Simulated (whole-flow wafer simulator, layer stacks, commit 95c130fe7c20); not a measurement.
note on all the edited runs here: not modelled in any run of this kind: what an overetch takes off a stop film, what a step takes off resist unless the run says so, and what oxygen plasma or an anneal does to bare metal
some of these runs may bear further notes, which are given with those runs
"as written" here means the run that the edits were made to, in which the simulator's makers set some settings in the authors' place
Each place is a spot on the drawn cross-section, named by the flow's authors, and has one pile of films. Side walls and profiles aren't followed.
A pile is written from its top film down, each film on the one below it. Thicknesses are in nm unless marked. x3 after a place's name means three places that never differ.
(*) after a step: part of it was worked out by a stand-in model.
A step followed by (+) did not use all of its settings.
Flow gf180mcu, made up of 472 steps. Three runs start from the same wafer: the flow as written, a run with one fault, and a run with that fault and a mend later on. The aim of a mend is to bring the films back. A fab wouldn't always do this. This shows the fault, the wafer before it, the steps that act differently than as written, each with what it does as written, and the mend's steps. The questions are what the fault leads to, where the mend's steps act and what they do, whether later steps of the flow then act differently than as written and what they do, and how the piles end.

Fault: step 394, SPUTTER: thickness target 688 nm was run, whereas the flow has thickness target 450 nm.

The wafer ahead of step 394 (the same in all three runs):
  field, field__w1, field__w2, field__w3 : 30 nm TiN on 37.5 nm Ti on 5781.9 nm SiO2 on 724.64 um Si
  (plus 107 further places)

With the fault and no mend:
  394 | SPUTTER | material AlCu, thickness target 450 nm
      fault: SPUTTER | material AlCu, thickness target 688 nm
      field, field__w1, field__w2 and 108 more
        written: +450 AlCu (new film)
        fault: +688 AlCu (new film)
  Steps later in the flow that act otherwise than as written (1 other step is not shown; it differs only slightly, by no more than 2% or 0.5 nm, whichever is larger):
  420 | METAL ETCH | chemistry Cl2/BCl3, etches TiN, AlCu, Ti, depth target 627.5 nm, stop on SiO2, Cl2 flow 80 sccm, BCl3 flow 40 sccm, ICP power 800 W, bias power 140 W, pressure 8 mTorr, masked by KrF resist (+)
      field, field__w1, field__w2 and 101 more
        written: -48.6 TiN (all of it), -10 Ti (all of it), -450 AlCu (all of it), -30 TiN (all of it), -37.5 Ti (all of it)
        fault: -48.6 TiN (all of it), -10 Ti (all of it), -568.9 AlCu
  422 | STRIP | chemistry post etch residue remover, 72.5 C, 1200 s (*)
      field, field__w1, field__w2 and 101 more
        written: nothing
        fault: -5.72 AlCu
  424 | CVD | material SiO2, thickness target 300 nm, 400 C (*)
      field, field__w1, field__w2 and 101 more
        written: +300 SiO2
        fault: +300 SiO2 (new film)
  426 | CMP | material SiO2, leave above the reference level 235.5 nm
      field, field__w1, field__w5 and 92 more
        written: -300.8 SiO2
        fault: -243.7 SiO2
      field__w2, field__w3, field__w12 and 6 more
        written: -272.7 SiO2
        fault: -212.9 SiO2
  At field, field__w1, field__w2 and 109 more, the piles at the end differ from the flow's by more than 2% or 0.5 nm, whichever is larger.
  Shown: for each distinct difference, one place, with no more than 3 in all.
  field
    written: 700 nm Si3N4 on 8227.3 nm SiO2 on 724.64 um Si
    fault: 700 nm Si3N4 on 2502.5 nm SiO2 on 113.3 nm AlCu on 30 nm TiN on 37.5 nm Ti on 5781.9 nm SiO2 on 724.64 um Si
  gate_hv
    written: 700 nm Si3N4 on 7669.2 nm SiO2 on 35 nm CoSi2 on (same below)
    fault: 700 nm Si3N4 on 2502.5 nm SiO2 on 113.3 nm AlCu on 30 nm TiN on 37.5 nm Ti on 5223.8 nm SiO2 on 35 nm CoSi2 on (same below)
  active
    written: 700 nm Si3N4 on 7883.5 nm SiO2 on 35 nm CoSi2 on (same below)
    fault: 700 nm Si3N4 on 2502.5 nm SiO2 on 113.3 nm AlCu on 30 nm TiN on 37.5 nm Ti on 5438.1 nm SiO2 on 35 nm CoSi2 on (same below)

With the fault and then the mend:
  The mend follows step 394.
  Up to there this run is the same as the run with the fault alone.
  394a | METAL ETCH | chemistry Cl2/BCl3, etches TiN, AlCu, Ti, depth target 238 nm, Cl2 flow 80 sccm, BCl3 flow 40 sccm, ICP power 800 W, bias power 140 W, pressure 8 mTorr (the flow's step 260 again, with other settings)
      field, field__w1, field__w2 and 108 more
        -238 AlCu
  None of the later steps of the flow acts differently than as written at any place that is followed.
  At every place that both follow, the piles at the end match the flow's.
